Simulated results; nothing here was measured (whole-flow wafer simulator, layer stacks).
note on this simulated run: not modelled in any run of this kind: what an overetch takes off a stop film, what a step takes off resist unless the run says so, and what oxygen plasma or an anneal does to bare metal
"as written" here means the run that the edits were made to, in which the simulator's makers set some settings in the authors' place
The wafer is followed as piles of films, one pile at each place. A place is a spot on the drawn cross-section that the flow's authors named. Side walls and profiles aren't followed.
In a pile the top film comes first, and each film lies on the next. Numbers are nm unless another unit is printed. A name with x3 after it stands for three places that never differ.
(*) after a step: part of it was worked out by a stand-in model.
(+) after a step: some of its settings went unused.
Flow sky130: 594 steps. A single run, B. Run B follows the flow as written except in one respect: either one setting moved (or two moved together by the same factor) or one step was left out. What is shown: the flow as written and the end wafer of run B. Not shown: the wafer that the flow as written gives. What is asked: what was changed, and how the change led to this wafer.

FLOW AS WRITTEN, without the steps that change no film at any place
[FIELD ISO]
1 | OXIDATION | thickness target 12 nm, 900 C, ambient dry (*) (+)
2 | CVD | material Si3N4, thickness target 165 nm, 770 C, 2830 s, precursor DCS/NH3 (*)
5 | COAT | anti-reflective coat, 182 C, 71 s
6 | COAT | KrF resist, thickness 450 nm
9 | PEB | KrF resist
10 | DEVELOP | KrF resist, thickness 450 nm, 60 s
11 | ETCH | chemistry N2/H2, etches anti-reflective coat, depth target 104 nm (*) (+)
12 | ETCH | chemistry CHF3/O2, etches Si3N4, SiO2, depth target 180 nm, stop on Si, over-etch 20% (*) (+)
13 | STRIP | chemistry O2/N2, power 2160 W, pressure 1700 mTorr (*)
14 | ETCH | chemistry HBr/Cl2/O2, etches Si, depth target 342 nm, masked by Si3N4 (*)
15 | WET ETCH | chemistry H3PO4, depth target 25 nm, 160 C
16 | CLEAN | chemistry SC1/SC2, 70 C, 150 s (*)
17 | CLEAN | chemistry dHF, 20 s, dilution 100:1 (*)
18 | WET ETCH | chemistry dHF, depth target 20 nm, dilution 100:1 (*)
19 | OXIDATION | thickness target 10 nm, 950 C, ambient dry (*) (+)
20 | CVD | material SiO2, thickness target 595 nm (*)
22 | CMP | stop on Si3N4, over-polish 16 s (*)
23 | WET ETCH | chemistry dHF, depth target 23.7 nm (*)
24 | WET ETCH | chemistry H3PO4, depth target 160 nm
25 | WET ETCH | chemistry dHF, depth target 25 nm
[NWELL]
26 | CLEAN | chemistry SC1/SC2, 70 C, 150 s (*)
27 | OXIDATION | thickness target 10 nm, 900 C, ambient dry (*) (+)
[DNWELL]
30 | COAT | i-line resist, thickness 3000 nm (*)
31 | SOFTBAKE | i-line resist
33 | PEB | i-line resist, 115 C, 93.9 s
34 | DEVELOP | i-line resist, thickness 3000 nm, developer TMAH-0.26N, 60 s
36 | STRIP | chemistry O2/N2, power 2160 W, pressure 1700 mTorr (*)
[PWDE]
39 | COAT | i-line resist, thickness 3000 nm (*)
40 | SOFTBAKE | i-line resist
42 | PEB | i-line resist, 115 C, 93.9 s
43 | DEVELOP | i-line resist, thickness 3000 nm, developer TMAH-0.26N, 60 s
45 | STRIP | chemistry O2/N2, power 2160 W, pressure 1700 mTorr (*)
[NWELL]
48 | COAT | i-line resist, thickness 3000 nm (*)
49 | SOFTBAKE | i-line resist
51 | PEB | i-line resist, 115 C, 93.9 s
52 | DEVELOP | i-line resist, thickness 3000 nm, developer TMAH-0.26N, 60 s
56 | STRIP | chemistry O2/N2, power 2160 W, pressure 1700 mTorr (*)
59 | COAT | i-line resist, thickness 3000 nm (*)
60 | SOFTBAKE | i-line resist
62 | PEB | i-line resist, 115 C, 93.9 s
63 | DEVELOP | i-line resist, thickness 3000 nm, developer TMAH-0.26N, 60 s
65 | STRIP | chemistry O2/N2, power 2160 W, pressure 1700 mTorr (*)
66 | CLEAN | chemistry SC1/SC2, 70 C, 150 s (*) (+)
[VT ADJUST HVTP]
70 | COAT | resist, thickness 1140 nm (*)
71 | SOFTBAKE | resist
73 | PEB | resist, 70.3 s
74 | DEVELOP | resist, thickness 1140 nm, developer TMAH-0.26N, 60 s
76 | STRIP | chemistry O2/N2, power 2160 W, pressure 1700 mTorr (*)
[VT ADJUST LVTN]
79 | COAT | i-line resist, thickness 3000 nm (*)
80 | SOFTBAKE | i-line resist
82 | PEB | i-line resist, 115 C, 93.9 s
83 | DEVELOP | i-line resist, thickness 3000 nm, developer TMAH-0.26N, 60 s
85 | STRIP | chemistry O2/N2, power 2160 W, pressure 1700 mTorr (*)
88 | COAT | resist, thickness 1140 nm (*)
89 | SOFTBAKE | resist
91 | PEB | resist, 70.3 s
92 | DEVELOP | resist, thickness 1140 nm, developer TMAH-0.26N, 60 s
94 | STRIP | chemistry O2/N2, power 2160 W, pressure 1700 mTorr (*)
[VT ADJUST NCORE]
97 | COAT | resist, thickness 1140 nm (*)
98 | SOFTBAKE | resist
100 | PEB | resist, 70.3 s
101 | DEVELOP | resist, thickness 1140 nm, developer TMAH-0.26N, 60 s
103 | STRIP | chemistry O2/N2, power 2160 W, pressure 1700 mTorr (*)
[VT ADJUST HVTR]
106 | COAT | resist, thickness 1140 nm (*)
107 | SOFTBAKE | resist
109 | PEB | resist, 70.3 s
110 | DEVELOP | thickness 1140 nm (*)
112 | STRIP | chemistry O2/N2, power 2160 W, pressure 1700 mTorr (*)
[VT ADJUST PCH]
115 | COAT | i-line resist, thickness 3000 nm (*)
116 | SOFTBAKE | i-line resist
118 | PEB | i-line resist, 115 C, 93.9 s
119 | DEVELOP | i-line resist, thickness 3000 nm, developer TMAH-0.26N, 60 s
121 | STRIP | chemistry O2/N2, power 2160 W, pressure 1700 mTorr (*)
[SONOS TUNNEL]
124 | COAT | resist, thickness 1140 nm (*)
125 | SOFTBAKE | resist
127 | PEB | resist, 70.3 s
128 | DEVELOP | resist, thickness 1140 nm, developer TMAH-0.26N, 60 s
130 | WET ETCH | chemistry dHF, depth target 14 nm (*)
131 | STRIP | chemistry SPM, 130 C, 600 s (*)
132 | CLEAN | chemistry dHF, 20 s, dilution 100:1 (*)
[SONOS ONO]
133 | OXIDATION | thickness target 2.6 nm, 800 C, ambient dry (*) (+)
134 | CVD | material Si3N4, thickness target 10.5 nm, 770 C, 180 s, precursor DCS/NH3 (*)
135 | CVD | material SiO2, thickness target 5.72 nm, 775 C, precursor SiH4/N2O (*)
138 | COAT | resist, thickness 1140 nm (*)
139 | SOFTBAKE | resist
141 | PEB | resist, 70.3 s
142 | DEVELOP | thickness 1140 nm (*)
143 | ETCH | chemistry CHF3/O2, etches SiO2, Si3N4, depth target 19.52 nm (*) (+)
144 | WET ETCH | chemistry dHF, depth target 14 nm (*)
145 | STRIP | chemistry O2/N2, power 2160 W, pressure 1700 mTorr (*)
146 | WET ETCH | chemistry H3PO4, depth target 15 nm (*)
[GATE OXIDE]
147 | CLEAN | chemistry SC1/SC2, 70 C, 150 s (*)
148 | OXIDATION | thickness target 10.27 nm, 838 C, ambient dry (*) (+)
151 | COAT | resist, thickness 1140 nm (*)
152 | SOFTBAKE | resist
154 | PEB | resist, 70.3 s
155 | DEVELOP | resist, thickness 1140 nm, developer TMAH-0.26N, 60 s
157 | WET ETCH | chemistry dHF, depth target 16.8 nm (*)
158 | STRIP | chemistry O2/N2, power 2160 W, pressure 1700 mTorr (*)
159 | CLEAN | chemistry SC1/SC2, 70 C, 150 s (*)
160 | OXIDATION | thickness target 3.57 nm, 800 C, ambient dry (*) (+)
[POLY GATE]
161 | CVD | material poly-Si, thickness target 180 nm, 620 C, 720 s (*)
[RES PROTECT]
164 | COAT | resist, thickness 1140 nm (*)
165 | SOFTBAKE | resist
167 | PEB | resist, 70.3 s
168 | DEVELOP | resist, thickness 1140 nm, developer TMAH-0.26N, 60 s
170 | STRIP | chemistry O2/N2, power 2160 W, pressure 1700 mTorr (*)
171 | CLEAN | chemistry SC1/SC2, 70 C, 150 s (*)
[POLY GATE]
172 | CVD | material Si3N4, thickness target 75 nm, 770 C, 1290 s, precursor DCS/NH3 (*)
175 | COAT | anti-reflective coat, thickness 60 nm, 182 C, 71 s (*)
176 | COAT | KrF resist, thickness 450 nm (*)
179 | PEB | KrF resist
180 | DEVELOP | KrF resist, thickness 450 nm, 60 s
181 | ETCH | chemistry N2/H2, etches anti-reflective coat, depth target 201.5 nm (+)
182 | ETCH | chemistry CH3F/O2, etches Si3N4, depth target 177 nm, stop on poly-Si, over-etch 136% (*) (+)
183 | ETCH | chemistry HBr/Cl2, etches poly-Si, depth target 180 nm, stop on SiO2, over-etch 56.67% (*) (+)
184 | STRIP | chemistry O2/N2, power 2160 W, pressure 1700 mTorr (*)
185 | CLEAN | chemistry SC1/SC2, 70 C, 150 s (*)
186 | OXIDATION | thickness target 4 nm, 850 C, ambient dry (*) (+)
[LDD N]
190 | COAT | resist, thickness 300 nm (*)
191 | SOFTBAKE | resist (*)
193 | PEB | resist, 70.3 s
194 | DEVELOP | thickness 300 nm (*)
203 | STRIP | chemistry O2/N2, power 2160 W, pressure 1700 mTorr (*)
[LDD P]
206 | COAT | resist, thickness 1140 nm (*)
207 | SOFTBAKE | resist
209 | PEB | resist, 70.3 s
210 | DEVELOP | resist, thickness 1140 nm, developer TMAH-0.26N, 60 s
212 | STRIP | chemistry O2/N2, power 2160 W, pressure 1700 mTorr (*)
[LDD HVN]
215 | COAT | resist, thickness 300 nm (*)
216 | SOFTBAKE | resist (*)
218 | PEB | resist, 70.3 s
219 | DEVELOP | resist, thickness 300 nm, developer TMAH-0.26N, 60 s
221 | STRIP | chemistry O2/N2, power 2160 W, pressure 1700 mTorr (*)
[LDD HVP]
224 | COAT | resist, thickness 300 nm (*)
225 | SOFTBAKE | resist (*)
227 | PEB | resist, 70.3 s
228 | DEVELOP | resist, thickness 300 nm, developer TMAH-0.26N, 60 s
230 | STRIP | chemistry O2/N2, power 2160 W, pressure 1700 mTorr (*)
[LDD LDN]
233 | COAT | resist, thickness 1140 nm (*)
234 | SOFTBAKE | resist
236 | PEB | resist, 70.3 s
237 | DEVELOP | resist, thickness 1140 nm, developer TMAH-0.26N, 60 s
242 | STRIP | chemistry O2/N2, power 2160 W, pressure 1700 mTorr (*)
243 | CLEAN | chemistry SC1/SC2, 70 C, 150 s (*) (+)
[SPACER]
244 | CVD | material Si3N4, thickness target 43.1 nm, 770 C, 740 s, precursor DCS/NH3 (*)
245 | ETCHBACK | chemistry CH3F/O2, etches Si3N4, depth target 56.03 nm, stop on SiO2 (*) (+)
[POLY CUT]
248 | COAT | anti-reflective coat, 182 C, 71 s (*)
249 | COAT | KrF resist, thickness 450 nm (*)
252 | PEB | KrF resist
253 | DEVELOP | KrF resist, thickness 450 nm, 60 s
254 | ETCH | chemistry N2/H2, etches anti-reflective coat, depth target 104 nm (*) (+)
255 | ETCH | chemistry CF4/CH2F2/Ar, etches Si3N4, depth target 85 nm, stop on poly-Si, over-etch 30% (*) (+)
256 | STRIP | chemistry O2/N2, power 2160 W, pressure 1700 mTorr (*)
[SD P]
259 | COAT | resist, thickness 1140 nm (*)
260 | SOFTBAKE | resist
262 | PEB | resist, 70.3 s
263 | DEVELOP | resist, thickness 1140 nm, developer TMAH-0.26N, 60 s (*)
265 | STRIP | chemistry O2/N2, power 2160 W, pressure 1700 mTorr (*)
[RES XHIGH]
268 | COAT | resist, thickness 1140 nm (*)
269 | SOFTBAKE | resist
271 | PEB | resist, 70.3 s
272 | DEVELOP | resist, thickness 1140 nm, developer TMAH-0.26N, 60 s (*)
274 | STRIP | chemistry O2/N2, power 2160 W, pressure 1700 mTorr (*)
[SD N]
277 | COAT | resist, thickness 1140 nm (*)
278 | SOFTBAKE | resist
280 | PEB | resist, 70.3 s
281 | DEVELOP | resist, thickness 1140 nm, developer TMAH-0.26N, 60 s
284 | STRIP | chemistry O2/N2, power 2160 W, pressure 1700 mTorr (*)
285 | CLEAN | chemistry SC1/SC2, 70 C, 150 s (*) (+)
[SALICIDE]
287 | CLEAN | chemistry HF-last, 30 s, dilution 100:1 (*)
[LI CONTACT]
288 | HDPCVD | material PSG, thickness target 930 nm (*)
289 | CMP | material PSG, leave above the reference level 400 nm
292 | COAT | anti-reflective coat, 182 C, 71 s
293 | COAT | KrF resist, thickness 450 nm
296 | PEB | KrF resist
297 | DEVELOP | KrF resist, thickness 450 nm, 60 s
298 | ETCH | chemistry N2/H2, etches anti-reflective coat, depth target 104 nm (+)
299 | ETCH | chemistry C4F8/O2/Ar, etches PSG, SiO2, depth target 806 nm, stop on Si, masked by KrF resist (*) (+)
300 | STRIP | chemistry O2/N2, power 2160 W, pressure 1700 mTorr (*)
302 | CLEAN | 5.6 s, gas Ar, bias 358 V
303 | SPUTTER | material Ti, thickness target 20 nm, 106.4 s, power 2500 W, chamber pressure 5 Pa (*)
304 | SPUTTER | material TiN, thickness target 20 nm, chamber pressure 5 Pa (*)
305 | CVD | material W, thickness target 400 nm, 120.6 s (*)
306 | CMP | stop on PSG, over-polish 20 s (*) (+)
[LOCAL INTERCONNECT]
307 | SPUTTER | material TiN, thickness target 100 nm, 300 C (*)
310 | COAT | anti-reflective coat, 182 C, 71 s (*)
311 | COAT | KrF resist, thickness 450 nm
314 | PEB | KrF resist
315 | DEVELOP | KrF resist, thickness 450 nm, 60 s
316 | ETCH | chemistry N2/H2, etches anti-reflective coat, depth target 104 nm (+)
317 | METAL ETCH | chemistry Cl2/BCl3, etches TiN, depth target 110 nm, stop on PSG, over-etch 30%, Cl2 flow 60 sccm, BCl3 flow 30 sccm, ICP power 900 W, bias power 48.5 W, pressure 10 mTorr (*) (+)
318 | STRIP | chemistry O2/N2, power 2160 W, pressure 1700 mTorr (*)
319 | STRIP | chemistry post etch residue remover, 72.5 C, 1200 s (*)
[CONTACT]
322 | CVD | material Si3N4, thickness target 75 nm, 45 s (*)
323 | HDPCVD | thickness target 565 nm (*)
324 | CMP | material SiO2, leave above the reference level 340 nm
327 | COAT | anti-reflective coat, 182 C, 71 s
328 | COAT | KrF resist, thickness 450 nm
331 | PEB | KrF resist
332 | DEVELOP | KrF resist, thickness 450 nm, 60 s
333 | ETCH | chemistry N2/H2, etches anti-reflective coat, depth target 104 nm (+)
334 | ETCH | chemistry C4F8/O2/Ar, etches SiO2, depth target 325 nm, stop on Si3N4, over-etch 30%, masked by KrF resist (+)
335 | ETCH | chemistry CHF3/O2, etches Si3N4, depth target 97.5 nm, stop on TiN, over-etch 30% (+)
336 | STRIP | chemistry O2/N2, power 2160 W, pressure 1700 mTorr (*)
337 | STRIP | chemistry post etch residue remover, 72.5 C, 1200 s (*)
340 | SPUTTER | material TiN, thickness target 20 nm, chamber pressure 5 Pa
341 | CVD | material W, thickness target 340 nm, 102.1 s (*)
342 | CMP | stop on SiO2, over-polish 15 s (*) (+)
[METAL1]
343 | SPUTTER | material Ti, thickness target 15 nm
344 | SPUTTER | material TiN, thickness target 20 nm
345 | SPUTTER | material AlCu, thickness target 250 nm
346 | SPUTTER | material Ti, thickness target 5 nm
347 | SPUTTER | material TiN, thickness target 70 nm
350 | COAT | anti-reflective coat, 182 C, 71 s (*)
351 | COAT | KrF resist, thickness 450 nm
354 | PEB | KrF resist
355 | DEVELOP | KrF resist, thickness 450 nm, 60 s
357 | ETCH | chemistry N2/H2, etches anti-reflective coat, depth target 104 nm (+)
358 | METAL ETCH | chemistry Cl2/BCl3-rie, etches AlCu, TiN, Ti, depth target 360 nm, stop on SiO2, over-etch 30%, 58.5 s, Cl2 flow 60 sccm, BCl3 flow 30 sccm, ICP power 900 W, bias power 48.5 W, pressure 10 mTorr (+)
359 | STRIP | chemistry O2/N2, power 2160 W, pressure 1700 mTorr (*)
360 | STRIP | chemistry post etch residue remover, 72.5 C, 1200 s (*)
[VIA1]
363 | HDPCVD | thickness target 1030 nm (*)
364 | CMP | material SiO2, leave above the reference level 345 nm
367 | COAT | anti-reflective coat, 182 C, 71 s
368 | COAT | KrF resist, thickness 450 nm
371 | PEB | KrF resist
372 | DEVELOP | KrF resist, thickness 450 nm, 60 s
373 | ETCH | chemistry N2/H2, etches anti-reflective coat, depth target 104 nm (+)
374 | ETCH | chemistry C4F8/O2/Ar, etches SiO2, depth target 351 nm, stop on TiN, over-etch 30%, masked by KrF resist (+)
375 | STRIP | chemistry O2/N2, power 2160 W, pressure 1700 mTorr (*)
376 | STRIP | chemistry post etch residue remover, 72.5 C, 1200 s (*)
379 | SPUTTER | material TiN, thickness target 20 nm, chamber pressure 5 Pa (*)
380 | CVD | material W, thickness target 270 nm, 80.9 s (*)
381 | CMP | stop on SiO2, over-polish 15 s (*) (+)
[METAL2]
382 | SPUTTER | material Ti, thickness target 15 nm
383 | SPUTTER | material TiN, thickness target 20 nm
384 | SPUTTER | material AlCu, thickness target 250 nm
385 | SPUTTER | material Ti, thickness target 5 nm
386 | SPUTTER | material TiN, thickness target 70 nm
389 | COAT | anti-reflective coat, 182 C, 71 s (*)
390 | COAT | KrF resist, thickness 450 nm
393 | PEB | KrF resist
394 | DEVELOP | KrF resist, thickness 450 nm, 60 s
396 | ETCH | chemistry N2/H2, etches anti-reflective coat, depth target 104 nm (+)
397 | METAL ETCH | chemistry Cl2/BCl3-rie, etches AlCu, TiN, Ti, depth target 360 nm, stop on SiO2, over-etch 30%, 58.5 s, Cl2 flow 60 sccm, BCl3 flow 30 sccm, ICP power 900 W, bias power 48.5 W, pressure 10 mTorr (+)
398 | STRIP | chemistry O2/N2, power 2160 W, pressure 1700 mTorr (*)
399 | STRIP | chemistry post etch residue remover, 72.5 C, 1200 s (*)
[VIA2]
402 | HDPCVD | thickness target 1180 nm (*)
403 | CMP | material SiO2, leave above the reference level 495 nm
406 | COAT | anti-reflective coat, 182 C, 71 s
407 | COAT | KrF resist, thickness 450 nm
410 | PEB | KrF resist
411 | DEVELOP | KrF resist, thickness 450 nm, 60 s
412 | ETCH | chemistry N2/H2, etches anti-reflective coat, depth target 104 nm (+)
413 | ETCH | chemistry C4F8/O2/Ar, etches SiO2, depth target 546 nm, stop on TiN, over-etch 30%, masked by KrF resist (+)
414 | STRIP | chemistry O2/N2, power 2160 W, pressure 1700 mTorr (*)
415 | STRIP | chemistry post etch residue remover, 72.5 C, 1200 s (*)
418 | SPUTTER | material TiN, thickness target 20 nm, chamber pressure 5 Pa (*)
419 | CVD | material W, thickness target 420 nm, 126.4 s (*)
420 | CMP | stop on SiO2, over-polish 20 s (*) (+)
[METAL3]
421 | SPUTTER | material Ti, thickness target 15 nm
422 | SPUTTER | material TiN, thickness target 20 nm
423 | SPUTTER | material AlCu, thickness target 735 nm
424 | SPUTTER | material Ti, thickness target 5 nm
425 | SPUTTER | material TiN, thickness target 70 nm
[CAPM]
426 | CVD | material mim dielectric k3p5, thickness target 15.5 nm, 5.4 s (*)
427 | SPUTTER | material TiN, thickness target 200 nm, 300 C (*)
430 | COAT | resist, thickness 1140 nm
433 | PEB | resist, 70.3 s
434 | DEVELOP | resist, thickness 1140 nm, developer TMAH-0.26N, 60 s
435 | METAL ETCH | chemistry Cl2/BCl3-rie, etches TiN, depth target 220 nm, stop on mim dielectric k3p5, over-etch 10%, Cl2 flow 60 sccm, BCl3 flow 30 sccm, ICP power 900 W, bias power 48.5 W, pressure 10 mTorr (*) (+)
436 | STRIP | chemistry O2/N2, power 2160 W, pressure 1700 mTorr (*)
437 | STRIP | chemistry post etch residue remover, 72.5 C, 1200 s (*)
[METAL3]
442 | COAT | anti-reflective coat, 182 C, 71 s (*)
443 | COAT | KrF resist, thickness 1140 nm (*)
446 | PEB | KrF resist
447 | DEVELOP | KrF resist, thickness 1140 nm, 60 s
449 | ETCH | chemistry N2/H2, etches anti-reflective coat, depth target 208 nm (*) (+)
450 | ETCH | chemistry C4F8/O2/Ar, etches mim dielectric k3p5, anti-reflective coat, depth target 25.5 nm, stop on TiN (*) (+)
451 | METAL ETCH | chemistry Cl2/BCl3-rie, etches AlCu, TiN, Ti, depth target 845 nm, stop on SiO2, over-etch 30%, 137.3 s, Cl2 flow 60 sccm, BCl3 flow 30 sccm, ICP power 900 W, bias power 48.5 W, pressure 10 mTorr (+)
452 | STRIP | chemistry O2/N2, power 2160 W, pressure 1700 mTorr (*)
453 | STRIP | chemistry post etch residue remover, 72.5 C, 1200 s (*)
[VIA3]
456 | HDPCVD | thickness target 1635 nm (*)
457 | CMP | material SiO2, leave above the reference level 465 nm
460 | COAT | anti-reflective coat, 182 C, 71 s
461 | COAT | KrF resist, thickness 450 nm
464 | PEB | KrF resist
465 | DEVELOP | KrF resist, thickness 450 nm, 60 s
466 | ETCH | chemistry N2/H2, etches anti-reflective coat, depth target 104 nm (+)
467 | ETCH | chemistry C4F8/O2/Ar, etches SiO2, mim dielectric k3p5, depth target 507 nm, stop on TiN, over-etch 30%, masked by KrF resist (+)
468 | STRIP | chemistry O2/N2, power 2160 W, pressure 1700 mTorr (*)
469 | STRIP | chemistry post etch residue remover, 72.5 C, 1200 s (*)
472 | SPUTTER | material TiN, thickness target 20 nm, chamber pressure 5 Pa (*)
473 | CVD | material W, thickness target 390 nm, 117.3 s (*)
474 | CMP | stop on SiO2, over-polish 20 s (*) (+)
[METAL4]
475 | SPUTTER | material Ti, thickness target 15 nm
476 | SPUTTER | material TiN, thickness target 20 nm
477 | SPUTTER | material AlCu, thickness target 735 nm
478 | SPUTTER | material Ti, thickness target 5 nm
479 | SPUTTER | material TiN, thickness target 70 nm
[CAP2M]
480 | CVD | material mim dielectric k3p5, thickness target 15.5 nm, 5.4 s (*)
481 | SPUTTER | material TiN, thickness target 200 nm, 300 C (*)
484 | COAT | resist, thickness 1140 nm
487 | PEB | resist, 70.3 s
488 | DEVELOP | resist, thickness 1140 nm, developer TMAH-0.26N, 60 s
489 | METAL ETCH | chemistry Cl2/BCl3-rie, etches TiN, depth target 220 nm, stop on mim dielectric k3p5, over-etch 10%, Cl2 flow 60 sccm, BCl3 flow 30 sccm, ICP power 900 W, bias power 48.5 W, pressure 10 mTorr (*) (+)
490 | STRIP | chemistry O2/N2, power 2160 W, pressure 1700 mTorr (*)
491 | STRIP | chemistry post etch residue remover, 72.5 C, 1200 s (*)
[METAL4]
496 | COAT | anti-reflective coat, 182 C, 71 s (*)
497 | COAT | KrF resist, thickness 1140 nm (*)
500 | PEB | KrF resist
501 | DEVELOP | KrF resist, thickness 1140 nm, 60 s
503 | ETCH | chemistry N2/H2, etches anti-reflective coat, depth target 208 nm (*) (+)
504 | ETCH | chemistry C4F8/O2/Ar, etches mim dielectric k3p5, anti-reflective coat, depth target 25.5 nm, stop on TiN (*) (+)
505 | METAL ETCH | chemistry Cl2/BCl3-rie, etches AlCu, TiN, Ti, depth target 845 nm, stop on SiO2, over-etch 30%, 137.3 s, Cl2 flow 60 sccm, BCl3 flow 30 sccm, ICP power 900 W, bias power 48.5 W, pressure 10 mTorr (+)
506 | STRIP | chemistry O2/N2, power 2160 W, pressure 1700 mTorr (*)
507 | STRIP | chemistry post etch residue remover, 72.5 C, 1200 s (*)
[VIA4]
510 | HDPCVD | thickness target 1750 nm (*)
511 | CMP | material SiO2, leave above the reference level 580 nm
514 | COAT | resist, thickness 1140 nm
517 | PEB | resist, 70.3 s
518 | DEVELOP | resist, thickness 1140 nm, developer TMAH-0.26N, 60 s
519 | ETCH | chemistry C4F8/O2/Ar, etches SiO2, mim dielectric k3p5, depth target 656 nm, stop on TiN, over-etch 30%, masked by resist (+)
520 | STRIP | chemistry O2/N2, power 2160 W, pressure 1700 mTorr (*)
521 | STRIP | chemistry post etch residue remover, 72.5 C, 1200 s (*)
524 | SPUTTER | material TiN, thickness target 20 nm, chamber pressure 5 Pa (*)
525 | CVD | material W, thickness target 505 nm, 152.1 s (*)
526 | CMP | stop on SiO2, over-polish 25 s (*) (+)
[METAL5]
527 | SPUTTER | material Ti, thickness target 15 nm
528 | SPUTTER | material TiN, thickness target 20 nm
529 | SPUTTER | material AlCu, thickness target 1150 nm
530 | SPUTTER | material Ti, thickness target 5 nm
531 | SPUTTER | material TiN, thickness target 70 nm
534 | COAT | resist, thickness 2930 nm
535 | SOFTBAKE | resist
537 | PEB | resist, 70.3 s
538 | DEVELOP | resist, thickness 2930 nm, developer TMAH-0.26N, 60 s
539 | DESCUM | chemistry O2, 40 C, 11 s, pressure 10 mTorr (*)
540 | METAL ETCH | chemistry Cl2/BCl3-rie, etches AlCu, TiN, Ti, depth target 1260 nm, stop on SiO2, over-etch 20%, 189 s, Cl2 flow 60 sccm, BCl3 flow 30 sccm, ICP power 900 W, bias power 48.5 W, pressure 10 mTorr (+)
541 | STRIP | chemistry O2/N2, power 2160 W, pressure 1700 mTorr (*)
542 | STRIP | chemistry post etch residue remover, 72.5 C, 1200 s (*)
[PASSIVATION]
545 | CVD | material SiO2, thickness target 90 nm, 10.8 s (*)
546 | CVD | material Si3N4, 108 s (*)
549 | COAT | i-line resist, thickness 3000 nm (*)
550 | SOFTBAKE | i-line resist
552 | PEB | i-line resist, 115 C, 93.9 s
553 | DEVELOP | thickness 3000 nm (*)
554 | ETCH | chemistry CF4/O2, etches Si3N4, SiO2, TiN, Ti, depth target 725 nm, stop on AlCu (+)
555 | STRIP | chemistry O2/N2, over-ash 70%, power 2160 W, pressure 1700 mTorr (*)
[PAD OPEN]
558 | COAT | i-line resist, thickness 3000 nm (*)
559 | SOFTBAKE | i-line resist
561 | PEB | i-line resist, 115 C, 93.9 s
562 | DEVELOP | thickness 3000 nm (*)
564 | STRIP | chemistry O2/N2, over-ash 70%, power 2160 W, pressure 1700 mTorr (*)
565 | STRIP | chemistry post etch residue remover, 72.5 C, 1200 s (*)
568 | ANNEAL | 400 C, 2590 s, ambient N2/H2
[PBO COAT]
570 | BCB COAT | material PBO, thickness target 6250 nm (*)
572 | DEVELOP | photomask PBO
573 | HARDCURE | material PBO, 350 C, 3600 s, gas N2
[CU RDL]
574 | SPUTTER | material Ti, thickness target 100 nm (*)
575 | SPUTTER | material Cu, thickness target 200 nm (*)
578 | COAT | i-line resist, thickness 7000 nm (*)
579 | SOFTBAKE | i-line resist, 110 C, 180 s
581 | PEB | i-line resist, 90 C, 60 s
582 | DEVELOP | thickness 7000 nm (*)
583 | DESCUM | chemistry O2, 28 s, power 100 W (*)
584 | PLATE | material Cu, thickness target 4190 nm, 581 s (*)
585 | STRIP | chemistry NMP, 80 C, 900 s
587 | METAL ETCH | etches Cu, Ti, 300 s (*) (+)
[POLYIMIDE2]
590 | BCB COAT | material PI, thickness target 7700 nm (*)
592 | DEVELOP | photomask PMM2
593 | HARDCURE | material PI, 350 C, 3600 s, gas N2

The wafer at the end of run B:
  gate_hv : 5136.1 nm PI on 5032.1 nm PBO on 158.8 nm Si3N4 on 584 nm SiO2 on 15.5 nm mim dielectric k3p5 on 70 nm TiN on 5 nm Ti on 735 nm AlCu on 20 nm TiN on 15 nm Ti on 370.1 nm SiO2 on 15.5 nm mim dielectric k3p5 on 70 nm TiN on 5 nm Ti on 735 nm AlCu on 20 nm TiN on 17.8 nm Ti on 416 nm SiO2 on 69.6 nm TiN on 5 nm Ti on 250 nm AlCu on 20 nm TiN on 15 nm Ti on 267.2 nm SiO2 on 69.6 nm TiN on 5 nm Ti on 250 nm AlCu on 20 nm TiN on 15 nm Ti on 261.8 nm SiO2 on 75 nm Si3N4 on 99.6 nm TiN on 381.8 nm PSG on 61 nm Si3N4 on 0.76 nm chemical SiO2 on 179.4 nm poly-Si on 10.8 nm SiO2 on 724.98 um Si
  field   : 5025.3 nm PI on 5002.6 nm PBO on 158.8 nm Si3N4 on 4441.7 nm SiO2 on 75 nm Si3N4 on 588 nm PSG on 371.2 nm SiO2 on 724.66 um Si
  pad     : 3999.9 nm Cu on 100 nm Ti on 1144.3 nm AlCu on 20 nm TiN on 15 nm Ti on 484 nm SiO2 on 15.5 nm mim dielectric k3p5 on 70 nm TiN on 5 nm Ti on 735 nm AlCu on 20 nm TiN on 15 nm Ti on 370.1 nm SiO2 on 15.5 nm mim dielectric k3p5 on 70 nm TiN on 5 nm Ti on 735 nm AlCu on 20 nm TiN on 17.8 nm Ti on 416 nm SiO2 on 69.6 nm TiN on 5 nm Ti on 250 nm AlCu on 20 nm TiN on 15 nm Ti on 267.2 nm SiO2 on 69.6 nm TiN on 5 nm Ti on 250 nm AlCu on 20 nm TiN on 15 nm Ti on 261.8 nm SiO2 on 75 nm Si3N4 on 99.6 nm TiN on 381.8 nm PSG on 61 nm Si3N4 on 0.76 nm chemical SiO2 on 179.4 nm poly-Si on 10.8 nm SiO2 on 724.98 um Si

The reason: step 421, SPUTTER: thickness target 17.8 nm was run, while the flow as written has thickness target 15 nm.
One can read it off the wafer: gate_hv has Ti 17.8, and step 421 as written asks for 15 nm.

How this came from the change, step by step:
  421 | SPUTTER | material Ti, thickness target 15 nm
      field, active, n_well and 188 more: Ti gains 17.8 (new film) (as written it would have been: Ti gains 15 (new film))
  451 | METAL ETCH | chemistry Cl2/BCl3-rie, etches AlCu, TiN, Ti, depth target 845 nm, stop on SiO2, over-etch 30%, 137.3 s, Cl2 flow 60 sccm, BCl3 flow 30 sccm, ICP power 900 W, bias power 48.5 W, pressure 10 mTorr (+)
      field, gate, spacer and 68 more: TiN loses 70 (all of it), Ti loses 5 (all of it), AlCu loses 735 (all of it), TiN loses 20 (all of it), Ti loses 17.8 (all of it), SiO2 loses 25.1 (as written it would have been: TiN loses 70 (all of it), Ti loses 5 (all of it), AlCu loses 735 (all of it), TiN loses 20 (all of it), Ti loses 15 (all of it), SiO2 loses 25.4)
      active, vpp_ln, vpp_iso2 and 11 more: TiN loses 70 (all of it), Ti loses 5 (all of it), AlCu loses 735 (all of it), TiN loses 20 (all of it), Ti loses 17.8 (all of it), SiO2 loses 25.1 (as written it would have been: TiN loses 70 (all of it), Ti loses 5 (all of it), AlCu loses 735 (all of it), TiN loses 20 (all of it), Ti loses 15 (all of it), SiO2 loses 25.3)
